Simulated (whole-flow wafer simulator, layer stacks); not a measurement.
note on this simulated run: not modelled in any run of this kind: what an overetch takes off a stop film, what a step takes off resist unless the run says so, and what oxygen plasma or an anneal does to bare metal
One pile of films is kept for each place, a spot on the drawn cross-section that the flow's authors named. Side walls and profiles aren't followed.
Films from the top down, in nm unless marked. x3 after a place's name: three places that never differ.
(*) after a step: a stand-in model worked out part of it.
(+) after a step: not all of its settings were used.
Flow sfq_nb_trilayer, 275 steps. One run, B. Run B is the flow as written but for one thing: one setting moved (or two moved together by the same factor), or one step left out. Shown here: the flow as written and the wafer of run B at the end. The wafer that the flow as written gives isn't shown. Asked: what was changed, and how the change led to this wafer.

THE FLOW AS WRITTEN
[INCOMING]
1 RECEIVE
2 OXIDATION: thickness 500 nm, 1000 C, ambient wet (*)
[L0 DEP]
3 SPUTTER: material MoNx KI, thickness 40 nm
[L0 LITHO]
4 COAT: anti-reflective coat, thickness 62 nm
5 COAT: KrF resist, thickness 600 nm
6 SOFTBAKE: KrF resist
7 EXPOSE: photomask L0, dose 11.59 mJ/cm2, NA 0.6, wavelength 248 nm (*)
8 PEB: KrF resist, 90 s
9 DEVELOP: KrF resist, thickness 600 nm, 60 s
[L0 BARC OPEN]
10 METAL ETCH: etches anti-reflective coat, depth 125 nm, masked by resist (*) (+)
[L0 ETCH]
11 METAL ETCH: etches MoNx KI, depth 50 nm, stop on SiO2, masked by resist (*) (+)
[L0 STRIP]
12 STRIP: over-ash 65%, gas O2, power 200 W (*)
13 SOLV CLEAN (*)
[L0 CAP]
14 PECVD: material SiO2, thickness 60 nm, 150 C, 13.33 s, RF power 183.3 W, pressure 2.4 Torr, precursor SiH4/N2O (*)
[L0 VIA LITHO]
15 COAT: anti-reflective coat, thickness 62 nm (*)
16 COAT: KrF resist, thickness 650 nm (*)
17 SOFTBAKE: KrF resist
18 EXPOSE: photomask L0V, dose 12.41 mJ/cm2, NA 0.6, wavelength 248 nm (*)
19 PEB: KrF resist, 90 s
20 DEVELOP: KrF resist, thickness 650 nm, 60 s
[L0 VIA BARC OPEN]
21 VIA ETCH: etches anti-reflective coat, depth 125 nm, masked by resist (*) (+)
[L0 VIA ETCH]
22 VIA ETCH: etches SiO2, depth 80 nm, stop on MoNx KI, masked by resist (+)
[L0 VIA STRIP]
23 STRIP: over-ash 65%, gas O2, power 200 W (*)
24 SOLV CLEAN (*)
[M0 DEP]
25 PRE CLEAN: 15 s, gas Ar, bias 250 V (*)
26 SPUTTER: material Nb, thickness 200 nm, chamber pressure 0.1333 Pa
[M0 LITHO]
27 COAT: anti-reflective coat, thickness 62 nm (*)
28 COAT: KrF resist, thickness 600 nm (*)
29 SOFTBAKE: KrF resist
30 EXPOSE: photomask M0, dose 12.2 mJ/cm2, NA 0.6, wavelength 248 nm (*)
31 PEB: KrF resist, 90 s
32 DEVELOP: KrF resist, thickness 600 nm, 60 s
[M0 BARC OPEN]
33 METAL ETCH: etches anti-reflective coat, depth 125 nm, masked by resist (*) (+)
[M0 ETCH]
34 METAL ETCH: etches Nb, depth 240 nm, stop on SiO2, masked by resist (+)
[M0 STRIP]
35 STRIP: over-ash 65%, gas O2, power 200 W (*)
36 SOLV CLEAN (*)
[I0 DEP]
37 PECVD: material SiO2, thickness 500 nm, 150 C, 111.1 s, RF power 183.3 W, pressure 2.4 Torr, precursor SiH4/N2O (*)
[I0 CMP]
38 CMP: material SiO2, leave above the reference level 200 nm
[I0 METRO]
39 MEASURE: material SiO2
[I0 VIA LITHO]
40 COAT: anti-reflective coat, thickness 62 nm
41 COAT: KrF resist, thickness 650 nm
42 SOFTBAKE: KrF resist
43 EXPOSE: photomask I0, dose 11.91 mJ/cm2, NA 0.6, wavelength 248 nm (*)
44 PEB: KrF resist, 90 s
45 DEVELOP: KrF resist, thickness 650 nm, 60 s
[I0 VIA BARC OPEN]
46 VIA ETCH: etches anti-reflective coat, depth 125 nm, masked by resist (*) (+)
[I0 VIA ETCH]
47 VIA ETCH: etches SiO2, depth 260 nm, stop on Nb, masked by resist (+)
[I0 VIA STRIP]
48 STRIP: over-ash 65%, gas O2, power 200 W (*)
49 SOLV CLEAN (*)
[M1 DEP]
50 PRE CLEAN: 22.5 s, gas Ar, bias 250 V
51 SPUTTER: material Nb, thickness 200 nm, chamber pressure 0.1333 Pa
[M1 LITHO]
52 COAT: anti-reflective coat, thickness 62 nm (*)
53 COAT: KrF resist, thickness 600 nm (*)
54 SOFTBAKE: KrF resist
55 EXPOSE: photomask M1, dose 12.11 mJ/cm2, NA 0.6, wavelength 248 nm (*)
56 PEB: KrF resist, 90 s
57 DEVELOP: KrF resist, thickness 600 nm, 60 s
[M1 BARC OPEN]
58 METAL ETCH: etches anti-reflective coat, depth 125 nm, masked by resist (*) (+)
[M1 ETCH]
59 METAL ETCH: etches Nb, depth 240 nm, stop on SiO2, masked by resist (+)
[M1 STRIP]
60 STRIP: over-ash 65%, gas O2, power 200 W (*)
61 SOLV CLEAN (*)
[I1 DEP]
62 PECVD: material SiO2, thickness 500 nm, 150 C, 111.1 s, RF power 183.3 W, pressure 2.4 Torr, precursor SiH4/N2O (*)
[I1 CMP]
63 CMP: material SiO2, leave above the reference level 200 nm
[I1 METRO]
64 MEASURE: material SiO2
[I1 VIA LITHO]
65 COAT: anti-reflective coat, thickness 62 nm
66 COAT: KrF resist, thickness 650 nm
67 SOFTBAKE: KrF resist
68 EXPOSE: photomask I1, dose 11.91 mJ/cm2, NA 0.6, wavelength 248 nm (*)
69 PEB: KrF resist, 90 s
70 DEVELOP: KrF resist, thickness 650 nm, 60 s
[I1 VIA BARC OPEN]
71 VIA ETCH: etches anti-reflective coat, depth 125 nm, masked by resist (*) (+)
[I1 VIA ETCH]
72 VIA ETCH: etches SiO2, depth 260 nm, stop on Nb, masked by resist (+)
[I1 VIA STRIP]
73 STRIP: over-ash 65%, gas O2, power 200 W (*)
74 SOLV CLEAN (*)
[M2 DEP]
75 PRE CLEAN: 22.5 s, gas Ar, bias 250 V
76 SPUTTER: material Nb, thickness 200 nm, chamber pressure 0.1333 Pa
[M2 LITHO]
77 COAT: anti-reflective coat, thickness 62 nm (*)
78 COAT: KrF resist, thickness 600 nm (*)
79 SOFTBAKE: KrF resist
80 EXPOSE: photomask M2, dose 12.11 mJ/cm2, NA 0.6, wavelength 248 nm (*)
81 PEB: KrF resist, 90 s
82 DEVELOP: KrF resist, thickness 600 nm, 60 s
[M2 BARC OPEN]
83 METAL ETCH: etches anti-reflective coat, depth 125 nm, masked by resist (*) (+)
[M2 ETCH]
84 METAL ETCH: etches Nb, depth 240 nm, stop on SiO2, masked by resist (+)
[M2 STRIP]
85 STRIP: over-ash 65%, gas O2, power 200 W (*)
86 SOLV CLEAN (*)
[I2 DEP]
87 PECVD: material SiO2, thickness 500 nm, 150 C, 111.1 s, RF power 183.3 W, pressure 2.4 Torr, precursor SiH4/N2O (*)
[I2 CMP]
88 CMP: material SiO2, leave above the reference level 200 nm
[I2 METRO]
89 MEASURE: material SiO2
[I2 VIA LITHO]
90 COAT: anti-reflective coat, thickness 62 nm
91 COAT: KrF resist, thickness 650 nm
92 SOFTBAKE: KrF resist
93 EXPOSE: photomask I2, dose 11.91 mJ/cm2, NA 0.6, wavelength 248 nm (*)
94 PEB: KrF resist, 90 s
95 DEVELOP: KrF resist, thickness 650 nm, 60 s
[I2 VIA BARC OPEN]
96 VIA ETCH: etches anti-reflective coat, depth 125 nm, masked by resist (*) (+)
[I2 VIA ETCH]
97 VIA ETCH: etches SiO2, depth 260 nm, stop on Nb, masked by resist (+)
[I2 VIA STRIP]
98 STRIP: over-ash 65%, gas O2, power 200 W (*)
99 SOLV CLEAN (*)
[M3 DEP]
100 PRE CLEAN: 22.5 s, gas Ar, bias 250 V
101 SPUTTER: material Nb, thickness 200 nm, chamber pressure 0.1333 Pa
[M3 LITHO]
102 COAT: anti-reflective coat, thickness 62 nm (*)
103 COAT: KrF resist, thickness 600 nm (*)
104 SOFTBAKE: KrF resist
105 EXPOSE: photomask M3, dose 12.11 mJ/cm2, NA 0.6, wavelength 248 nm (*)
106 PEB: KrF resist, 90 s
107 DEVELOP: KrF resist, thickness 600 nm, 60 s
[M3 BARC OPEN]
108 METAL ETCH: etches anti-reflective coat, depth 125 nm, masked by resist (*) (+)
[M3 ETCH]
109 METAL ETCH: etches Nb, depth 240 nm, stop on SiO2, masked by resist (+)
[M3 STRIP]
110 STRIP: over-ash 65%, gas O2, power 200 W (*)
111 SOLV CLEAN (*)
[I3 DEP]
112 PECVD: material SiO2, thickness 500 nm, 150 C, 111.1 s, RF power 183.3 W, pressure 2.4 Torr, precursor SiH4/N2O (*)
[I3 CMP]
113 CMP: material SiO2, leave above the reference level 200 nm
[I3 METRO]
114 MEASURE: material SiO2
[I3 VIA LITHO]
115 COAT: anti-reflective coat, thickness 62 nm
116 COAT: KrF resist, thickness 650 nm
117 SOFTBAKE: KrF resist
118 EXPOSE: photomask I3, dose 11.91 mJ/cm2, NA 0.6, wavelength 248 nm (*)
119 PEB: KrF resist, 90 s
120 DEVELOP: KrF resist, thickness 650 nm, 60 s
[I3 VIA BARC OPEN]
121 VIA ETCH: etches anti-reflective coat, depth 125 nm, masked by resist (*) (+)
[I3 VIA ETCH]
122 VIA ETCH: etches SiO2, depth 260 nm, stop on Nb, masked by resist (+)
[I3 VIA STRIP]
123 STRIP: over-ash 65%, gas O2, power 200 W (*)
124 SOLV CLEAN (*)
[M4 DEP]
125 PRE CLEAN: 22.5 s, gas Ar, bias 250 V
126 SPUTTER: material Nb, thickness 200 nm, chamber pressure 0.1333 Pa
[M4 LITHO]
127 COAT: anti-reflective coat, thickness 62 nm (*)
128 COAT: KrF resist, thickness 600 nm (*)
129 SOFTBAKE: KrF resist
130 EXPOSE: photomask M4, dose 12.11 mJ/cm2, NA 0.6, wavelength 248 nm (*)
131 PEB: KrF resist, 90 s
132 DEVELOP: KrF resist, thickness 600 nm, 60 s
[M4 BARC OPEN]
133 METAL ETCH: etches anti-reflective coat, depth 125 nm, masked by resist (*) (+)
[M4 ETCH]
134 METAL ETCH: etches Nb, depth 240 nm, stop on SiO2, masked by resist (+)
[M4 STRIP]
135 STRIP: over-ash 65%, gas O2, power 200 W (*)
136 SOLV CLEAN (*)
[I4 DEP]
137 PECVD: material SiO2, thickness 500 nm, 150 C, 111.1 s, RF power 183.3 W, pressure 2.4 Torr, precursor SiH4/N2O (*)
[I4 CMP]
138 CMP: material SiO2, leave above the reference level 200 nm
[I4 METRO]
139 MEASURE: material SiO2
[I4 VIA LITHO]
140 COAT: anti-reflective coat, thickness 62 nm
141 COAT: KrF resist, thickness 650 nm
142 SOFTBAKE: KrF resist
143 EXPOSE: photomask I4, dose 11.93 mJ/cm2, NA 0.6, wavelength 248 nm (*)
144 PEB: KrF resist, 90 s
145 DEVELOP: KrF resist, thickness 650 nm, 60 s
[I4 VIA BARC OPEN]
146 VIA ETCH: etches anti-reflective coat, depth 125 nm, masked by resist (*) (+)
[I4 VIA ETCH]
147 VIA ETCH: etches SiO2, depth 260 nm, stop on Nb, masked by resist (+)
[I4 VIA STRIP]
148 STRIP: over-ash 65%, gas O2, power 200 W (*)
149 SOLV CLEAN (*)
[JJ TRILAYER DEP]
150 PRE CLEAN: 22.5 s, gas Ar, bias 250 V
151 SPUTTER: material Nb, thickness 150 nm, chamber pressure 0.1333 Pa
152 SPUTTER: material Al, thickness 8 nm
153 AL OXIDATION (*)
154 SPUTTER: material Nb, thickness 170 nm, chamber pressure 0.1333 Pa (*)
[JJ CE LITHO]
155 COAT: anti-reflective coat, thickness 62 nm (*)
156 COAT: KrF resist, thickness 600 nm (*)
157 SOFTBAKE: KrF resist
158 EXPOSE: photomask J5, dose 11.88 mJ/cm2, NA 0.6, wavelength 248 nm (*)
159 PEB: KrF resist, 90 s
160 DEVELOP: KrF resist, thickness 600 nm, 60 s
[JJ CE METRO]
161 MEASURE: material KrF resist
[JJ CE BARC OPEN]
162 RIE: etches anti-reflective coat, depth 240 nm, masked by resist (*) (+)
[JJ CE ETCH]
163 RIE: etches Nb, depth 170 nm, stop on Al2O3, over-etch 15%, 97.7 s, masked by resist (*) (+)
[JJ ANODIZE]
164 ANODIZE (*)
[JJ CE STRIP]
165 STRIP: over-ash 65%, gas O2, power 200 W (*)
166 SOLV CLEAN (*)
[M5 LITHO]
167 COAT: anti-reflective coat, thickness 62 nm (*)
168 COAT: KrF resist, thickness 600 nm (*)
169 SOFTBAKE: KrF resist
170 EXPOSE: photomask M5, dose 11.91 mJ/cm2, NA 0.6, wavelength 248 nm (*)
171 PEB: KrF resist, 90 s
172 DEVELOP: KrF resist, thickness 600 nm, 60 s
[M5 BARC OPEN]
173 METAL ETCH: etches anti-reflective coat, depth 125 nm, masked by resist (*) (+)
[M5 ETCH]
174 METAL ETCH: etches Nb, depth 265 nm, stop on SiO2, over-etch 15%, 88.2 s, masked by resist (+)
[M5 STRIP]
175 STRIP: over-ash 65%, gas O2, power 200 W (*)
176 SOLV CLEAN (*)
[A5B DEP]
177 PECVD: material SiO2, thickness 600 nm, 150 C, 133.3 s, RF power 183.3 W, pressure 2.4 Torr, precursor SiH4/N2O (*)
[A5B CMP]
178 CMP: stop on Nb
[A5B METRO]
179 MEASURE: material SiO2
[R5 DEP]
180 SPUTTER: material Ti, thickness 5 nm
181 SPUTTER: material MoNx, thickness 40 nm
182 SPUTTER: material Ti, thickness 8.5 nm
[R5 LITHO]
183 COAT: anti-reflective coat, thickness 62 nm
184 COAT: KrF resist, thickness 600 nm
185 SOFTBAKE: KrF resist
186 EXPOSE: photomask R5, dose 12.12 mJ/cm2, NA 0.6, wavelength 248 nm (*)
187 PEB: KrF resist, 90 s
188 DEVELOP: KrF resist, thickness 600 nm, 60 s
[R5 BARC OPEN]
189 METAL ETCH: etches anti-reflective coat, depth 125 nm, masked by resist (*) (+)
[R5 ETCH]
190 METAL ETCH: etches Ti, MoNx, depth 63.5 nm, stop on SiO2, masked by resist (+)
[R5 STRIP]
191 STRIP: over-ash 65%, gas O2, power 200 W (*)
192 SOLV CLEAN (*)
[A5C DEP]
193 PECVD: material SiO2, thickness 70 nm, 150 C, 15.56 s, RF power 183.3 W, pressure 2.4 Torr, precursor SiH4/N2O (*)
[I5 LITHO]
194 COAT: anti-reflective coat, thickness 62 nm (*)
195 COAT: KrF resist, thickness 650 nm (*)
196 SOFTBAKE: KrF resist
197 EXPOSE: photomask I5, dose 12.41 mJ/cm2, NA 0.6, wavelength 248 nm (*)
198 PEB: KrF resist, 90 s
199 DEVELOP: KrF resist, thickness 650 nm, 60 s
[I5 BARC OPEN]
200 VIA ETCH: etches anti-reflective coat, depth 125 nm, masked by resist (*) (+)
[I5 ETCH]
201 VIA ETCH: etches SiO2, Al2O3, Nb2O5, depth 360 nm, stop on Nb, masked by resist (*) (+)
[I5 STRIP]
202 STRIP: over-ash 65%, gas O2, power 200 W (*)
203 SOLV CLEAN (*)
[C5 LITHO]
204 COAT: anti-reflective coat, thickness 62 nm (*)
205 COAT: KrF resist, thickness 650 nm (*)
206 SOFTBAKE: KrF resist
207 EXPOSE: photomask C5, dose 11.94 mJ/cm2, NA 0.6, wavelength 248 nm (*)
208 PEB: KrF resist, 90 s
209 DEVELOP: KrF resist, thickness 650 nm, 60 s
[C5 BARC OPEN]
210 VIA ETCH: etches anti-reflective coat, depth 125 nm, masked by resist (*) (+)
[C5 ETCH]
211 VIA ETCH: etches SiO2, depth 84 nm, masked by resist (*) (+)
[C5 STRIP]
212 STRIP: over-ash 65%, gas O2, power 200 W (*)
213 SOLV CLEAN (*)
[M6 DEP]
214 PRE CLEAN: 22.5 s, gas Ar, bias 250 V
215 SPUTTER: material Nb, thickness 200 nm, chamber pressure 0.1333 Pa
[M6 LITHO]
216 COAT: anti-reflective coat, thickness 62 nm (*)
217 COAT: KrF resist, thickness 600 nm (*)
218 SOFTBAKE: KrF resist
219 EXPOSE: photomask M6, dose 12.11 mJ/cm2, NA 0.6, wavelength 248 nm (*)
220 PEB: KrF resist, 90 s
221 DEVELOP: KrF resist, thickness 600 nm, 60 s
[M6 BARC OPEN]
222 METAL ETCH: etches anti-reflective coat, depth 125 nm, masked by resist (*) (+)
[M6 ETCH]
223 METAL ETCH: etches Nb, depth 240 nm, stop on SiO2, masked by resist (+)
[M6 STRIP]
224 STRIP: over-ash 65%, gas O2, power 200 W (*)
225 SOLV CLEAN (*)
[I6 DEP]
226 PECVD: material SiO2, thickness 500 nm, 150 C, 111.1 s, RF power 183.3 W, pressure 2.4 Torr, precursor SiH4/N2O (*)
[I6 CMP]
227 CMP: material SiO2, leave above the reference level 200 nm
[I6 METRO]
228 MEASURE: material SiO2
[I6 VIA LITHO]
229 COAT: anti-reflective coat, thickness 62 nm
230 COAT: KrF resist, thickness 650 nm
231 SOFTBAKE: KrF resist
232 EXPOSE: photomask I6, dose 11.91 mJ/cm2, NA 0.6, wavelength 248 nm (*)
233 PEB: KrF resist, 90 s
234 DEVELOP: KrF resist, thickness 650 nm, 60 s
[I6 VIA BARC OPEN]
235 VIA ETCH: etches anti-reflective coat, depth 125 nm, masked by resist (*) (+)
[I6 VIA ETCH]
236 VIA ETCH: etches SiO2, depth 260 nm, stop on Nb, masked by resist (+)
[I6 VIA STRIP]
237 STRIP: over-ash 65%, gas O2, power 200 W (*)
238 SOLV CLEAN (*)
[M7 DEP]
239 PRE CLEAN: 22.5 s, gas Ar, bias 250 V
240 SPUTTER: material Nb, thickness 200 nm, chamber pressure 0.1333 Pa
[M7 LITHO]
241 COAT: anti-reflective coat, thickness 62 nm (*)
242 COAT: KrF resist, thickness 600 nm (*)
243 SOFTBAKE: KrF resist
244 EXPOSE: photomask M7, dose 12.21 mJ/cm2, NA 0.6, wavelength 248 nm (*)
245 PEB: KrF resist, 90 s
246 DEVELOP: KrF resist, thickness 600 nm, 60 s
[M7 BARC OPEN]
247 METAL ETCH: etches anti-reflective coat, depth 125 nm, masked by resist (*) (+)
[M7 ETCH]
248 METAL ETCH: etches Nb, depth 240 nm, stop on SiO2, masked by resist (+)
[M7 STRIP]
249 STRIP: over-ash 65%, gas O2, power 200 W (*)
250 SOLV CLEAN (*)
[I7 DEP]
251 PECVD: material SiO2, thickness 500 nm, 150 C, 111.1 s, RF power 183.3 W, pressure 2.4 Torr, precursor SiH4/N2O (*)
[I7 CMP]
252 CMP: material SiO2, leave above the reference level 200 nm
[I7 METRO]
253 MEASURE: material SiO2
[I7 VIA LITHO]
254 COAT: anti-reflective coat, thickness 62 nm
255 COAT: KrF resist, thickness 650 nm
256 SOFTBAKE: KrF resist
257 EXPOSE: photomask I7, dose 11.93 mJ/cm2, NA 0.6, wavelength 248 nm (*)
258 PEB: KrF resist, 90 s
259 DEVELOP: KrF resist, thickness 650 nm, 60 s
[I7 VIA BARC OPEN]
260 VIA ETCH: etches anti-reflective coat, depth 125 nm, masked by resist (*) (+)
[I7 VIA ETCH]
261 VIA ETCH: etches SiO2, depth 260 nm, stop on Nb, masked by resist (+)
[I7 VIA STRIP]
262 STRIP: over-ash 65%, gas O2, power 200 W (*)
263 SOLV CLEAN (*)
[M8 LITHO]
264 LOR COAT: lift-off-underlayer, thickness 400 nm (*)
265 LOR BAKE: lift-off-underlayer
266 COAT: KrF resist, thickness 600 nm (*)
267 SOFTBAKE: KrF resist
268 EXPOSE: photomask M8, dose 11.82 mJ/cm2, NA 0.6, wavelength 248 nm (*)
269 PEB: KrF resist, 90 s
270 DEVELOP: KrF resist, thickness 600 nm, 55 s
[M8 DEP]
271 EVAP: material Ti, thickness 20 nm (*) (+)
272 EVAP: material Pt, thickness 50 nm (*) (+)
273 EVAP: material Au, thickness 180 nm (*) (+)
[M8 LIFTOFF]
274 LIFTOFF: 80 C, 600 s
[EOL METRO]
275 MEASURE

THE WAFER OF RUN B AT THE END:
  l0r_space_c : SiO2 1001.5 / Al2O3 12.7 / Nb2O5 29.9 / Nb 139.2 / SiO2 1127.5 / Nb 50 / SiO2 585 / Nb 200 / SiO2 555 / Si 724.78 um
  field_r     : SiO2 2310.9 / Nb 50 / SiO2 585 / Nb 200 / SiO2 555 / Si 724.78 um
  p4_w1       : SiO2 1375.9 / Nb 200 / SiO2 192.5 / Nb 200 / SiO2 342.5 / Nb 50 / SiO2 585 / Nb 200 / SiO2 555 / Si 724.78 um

The cause: step 84, METAL ETCH: depth 150 nm was run, where the flow has depth 240 nm.

How the change led to this, step by step:
  84 METAL ETCH: etches Nb, depth 240 nm, stop on SiO2, masked by resist (+)
      field_l, be, be_sur and 81 more: Nb -150 (as written it would be: Nb -200 (all of it))
      v_sur, via_wl, via_w and 19 more: KrF resist -88.2 (as written it would be: KrF resist -141.2)
  85 STRIP: over-ash 65%, gas O2, power 200 W (*)
      wl_j_sl, wl_jj, wl_j_sr and 12 more: KrF resist -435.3 (all of it), anti-reflective coat -62 (all of it) (as written it would be: KrF resist -382.4 (all of it), anti-reflective coat -62 (all of it))
      v_sur: KrF resist -433 (all of it), anti-reflective coat -61.4 (all of it) (as written it would be: KrF resist -380 (all of it), anti-reflective coat -61.4 (all of it))
      (and at 6 more places)
  87 PECVD: material SiO2, thickness 500 nm, 150 C, 111.1 s, RF power 183.3 W, pressure 2.4 Torr, precursor SiH4/N2O (*)
      field_l, be, be_sur and 81 more: SiO2 +500 (new film) (as written it would be: SiO2 +500)
  88 CMP: material SiO2, leave above the reference level 200 nm
      field_l, be, be_sur and 81 more: SiO2 -150 (as written it would be: SiO2 -100)
Counting metal films that touch as one body, l0r_space_c has 3 bodies (between them, from the top down: SiO2 1127.5; SiO2 585); the flow as written gives 2 bodies (between them, from the top down: SiO2 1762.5).
Counting metal films that touch as one body, field_r has 2 bodies (between them, from the top down: SiO2 585); the flow as written gives 1 body.
Counting metal films that touch as one body, p4_w1 has 4 bodies (between them, from the top down: SiO2 192.5; SiO2 342.5; SiO2 585); the flow as written gives 3 bodies (between them, from the top down: SiO2 192.5; SiO2 977.5).
